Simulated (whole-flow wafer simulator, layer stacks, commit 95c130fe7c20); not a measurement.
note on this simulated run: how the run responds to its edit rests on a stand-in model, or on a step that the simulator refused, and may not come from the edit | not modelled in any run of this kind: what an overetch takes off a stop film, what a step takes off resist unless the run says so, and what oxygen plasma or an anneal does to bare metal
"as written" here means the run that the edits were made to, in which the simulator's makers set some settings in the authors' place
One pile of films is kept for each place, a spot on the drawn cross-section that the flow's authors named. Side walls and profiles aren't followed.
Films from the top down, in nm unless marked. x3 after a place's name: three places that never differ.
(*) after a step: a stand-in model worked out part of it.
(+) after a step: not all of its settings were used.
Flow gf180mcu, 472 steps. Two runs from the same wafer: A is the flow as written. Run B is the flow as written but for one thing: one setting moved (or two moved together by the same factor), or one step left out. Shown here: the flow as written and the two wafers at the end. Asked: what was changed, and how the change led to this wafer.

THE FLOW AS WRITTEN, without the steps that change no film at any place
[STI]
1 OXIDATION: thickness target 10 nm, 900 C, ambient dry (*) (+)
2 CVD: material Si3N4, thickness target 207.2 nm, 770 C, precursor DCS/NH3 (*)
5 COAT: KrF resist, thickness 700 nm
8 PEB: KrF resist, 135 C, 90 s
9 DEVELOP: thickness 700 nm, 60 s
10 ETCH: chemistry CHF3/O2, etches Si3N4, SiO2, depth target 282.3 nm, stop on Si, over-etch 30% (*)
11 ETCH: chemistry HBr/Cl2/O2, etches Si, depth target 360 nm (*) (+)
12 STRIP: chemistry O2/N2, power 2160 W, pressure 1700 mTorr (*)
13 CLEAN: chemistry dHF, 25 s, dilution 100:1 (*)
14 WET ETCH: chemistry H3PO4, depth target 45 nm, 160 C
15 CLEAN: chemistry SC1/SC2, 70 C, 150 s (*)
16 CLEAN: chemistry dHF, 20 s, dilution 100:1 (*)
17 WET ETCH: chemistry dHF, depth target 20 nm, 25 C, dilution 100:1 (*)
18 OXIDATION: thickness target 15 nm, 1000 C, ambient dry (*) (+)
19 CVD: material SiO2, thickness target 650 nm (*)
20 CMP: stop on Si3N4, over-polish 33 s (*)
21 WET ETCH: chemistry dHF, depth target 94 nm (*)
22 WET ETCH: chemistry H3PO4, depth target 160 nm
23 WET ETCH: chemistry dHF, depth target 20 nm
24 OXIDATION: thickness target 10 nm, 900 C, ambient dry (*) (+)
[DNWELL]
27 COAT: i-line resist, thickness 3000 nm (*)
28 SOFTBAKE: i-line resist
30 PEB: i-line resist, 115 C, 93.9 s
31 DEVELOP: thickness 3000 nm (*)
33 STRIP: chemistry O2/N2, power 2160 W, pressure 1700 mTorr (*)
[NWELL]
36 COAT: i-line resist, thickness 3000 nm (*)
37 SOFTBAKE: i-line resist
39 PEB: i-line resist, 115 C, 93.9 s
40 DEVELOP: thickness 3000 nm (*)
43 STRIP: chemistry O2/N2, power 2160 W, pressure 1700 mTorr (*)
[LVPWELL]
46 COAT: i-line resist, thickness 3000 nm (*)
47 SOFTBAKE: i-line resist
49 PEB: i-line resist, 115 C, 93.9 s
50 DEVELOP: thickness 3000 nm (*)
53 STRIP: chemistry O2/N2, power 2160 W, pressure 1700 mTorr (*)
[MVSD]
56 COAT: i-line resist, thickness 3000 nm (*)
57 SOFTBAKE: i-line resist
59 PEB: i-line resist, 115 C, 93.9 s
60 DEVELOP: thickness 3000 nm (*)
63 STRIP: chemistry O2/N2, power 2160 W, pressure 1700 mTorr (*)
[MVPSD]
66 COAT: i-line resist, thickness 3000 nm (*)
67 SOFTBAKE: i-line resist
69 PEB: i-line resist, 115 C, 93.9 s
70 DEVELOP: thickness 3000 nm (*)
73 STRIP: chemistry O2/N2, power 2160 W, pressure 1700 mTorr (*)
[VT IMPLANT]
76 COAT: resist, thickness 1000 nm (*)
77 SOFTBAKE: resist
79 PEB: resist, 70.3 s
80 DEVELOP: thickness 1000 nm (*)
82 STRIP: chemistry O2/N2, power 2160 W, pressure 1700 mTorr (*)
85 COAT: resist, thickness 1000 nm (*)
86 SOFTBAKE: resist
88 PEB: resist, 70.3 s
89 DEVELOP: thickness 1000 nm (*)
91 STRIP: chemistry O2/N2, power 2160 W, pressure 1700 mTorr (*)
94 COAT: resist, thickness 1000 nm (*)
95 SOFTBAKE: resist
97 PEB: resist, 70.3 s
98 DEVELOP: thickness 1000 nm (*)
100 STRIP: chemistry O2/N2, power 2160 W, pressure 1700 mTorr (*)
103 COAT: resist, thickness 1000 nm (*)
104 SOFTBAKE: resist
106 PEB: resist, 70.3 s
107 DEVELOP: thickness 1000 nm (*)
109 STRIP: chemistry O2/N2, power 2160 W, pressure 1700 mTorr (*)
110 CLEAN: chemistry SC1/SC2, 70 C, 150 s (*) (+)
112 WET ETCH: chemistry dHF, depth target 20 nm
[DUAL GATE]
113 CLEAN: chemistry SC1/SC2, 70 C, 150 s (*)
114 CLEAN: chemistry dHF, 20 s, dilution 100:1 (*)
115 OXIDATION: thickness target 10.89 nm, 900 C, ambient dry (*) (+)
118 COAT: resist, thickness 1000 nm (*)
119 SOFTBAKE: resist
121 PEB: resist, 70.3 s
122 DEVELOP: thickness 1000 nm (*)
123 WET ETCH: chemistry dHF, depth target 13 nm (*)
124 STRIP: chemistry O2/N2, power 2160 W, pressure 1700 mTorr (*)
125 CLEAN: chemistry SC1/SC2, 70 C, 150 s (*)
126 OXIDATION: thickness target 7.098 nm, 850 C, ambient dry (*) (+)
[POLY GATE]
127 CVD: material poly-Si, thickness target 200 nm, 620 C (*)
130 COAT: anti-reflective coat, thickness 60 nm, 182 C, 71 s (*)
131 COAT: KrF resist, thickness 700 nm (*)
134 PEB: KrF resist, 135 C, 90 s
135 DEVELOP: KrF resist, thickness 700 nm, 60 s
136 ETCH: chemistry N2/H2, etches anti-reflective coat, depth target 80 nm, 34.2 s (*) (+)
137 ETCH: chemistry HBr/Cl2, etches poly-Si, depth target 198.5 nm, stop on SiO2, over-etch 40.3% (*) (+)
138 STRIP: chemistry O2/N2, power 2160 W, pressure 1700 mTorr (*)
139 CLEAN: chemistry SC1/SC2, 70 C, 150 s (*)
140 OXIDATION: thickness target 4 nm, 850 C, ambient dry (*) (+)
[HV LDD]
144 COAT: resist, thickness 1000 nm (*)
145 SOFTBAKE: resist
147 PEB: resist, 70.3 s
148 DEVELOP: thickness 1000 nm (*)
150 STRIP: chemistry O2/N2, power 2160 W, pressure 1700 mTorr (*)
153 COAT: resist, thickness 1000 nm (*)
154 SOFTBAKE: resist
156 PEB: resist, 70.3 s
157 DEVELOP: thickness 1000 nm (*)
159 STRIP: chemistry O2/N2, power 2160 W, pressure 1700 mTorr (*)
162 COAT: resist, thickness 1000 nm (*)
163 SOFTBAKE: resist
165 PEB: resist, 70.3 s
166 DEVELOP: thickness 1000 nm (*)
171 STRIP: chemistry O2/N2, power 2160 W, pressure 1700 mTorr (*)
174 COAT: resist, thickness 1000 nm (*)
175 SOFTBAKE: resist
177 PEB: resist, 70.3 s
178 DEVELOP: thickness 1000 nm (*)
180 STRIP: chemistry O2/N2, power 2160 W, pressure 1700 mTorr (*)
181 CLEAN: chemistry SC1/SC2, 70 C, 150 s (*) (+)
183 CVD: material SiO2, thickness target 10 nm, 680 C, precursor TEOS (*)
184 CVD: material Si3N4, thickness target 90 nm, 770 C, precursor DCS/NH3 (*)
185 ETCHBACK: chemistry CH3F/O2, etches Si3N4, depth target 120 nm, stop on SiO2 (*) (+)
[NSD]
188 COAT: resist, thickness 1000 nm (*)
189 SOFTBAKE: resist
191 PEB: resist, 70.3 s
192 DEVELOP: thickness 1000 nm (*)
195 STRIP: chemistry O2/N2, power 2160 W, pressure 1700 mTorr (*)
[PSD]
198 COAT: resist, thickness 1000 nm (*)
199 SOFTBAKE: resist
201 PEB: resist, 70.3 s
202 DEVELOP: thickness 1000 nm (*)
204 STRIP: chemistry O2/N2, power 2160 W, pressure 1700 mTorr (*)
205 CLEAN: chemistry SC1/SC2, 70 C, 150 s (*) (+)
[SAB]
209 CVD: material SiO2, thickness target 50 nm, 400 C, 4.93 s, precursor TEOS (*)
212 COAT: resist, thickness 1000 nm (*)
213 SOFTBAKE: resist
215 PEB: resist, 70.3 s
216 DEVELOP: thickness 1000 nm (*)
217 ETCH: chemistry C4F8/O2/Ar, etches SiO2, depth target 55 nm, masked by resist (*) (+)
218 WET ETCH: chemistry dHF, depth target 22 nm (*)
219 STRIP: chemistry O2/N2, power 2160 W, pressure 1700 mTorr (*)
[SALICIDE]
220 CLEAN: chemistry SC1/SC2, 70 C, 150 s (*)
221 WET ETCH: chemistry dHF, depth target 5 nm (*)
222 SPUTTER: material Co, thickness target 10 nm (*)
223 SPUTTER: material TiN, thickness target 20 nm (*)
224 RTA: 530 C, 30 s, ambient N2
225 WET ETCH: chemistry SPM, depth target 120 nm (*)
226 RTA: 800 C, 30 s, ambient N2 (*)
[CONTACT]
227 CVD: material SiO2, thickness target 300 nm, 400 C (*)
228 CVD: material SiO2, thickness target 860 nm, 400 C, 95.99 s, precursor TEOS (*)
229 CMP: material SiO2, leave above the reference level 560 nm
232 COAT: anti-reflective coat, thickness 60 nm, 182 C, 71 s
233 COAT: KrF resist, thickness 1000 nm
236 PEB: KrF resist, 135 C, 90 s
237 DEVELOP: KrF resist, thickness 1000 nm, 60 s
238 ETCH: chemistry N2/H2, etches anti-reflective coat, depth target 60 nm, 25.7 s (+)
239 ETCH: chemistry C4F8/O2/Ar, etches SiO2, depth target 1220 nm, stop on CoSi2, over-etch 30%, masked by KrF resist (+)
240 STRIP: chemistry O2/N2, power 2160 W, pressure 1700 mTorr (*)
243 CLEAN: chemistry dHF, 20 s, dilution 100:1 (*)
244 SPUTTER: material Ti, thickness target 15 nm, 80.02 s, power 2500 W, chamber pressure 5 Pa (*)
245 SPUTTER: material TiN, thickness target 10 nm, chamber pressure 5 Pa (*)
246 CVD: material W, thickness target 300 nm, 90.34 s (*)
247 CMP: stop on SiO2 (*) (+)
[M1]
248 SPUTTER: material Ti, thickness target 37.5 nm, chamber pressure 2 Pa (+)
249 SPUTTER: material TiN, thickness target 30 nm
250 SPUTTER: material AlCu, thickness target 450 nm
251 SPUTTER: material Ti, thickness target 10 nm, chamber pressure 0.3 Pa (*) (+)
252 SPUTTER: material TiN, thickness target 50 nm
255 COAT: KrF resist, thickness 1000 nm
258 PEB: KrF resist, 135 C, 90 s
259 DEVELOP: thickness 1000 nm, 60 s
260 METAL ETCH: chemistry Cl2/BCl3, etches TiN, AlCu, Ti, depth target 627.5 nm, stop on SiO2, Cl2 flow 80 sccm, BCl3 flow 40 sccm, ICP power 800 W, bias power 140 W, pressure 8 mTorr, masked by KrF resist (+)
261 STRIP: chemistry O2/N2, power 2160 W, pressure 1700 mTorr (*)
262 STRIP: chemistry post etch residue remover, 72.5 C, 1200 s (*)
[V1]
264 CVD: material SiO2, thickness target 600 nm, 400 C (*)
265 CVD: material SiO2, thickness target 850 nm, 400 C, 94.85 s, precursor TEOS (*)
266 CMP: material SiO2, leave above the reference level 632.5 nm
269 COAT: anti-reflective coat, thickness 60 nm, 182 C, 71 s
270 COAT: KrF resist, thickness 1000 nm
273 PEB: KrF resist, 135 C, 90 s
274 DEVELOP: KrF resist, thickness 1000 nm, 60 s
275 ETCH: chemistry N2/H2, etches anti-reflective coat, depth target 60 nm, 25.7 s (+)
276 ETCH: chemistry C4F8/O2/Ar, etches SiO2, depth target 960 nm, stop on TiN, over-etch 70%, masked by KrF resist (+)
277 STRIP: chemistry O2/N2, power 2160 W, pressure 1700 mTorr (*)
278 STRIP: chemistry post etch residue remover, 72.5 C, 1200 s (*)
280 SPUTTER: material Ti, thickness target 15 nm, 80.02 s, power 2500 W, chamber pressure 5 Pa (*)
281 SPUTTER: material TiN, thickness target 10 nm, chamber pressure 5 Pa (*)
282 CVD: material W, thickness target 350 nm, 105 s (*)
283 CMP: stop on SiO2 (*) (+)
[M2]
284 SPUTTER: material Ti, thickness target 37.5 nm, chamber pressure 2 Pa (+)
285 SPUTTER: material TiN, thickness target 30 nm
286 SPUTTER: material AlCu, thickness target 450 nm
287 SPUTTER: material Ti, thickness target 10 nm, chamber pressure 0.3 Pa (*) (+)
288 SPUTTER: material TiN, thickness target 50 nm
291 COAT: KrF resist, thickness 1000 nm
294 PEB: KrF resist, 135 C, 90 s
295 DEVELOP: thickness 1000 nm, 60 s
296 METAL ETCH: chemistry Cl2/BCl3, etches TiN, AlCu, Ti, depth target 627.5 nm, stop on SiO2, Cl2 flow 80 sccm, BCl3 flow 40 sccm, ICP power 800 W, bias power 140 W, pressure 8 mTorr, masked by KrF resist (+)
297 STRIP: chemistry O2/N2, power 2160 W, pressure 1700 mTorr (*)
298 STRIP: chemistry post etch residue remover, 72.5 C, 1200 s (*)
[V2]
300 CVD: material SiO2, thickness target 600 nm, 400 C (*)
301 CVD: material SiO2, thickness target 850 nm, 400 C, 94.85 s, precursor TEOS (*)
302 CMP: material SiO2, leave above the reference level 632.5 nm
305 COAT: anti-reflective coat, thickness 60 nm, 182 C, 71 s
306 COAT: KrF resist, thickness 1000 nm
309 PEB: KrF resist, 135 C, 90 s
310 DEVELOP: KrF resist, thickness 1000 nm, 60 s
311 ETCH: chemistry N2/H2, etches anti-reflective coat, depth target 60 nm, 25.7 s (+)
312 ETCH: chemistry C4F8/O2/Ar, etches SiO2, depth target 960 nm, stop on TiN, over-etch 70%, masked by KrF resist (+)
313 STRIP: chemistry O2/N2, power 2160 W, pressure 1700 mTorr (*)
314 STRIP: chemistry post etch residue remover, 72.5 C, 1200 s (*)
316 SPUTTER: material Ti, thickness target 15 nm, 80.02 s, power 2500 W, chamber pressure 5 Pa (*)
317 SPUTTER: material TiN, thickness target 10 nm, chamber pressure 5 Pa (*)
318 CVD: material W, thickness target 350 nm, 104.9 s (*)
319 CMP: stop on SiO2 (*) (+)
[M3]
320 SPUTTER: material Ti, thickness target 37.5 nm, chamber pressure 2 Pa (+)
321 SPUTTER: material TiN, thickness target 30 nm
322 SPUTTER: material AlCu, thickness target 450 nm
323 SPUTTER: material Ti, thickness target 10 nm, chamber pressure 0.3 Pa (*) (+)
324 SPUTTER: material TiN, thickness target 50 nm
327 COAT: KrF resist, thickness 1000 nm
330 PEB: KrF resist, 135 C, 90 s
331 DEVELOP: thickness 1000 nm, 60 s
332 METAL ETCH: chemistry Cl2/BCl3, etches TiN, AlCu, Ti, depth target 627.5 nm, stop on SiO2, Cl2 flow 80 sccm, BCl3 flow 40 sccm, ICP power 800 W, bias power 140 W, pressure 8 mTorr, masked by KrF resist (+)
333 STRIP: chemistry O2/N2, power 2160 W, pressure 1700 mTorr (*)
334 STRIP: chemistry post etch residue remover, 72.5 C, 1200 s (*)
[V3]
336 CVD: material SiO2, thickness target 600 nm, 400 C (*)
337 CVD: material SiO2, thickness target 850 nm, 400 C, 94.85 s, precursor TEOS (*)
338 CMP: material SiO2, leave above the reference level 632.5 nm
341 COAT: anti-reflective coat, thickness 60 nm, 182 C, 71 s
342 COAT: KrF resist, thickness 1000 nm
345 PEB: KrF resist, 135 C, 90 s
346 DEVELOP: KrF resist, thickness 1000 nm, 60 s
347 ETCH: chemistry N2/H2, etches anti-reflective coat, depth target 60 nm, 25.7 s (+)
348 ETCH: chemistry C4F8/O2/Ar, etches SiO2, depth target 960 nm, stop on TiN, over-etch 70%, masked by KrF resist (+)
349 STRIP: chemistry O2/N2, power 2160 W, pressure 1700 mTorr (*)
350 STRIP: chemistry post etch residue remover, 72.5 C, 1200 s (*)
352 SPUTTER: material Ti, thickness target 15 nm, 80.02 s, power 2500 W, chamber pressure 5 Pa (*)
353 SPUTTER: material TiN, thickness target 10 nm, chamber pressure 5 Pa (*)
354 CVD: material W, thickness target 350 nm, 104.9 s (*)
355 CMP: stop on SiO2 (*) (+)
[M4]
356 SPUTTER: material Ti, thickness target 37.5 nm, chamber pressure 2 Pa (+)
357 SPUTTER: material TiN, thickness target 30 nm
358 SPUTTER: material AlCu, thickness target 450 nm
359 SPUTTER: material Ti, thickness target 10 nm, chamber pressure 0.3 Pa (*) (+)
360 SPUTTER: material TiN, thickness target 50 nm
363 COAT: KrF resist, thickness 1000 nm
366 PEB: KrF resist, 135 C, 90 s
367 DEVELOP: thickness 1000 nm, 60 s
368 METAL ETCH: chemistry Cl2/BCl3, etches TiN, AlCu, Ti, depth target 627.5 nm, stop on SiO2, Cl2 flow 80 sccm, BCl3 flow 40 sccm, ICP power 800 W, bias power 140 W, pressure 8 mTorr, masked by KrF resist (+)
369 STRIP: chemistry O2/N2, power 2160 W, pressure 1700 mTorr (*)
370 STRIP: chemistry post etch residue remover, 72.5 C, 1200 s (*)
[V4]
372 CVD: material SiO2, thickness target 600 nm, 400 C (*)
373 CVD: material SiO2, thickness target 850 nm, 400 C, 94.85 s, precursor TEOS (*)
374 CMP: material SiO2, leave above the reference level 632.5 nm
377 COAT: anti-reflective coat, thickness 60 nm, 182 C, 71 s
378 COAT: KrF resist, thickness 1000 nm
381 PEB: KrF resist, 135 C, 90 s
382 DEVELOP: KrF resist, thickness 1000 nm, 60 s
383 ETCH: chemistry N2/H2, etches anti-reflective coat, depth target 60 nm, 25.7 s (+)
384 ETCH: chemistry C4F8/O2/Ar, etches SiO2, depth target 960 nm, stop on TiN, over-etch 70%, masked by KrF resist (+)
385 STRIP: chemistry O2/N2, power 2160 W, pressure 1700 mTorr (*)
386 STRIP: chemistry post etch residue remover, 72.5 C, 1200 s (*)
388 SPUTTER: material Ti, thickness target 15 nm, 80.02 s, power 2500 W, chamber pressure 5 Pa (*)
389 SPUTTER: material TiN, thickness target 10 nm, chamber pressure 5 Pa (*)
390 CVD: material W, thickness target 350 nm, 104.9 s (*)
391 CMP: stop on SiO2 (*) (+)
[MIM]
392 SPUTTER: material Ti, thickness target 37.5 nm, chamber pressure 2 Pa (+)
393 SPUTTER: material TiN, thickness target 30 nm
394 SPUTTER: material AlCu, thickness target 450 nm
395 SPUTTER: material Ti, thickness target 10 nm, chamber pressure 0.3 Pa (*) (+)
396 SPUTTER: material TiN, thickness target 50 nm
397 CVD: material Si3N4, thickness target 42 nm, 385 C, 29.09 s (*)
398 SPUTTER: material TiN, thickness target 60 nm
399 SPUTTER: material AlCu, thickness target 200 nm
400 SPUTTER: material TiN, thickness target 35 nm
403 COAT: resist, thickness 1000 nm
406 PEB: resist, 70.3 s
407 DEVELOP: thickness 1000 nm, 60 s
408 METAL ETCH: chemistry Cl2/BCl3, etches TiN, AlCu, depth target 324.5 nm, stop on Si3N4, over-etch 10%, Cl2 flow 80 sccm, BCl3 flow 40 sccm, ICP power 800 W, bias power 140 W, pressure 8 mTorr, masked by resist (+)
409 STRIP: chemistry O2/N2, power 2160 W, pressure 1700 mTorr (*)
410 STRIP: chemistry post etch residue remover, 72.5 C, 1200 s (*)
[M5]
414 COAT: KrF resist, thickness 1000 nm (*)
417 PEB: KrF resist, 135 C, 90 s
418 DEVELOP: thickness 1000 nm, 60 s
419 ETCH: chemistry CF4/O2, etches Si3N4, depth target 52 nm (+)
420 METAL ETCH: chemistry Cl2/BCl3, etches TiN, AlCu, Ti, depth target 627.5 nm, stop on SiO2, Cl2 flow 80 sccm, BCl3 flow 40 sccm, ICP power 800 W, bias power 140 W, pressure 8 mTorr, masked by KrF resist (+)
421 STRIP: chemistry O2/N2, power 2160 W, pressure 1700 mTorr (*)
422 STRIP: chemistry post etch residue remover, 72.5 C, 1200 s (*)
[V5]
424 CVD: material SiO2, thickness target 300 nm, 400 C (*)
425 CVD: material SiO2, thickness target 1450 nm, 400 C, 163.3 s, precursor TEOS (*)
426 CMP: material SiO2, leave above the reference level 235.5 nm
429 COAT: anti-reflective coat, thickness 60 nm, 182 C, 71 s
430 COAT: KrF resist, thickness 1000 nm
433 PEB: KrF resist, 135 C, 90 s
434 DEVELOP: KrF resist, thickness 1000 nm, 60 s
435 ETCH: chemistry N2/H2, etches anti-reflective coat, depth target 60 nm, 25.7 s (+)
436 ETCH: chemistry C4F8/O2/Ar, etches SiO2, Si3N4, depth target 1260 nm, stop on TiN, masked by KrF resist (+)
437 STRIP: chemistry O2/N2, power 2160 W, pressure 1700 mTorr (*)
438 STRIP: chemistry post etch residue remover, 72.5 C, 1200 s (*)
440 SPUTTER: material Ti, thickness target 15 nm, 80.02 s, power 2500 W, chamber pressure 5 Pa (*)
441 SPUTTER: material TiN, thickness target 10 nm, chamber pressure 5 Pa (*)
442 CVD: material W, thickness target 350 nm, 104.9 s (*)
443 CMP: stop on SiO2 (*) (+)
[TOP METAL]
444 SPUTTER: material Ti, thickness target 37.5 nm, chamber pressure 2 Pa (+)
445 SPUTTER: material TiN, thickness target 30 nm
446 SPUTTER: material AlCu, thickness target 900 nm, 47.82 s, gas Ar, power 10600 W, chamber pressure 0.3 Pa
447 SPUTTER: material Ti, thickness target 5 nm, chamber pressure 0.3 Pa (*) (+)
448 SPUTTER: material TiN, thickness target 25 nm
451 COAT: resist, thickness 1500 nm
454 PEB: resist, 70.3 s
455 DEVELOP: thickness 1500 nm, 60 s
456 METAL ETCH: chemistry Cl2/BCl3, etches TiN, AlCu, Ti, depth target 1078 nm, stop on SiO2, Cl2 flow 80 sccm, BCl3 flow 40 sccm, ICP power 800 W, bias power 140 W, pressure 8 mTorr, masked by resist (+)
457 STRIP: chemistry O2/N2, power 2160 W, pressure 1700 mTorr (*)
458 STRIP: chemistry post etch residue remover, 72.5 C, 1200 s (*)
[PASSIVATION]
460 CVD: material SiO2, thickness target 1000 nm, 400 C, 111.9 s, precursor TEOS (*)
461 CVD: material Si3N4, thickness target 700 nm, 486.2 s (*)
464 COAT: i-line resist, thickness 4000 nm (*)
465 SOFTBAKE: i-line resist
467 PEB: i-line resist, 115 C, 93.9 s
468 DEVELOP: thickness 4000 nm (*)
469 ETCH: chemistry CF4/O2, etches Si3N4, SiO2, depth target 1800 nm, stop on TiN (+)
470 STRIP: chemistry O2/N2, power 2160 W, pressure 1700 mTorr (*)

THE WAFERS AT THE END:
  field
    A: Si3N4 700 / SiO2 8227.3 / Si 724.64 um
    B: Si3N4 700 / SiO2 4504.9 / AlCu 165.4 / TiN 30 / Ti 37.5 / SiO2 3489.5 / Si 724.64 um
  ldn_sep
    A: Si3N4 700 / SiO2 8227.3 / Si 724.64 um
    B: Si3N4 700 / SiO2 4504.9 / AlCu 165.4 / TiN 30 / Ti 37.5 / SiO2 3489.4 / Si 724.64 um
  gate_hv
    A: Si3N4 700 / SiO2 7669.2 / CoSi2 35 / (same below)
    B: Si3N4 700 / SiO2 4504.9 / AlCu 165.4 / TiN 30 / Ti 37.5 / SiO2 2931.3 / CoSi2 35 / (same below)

The cause: step 332, METAL ETCH: depth target 338.9 nm was run, where the flow has depth target 627.5 nm.

How the change led to this, step by step:
  332 METAL ETCH: chemistry Cl2/BCl3, etches TiN, AlCu, Ti, depth target 627.5 nm, stop on SiO2, Cl2 flow 80 sccm, BCl3 flow 40 sccm, ICP power 800 W, bias power 140 W, pressure 8 mTorr, masked by KrF resist (+)
      field, field__w1, field__w2 and 103 more: A TiN -50 (all of it), Ti -10 (all of it), AlCu -450 (all of it), TiN -30 (all of it), Ti -37.5 (all of it) | B TiN -50 (all of it), Ti -10 (all of it), AlCu -278.9
      field__w8, contact, m1, m1__w1, m1_nw: A KrF resist -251 | B KrF resist -135.6
  333 STRIP: chemistry O2/N2, power 2160 W, pressure 1700 mTorr (*)
      field__w8, contact, m1, m1__w1, m1_nw: A KrF resist -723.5 (all of it) | B KrF resist -839 (all of it)
  334 STRIP: chemistry post etch residue remover, 72.5 C, 1200 s (*)
      field, field__w1, field__w2 and 103 more: A nothing | B AlCu -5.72
  336 CVD: material SiO2, thickness target 600 nm, 400 C (*)
      field, field__w1, field__w2 and 103 more: A SiO2 +600 | B SiO2 +600 (new film)
  338 CMP: material SiO2, leave above the reference level 632.5 nm
      field, field__w1, field__w2 and 103 more: A SiO2 -300 | B SiO2 -532.9
Counting metal films that touch as one body, field has 1 body; the flow as written gives 0 bodies.
Counting metal films that touch as one body, ldn_sep has 1 body; the flow as written gives 0 bodies.
Counting metal films that touch as one body, gate_hv has 2 bodies (between them, from the top down: SiO2 2931.3); the flow as written gives 1 body.
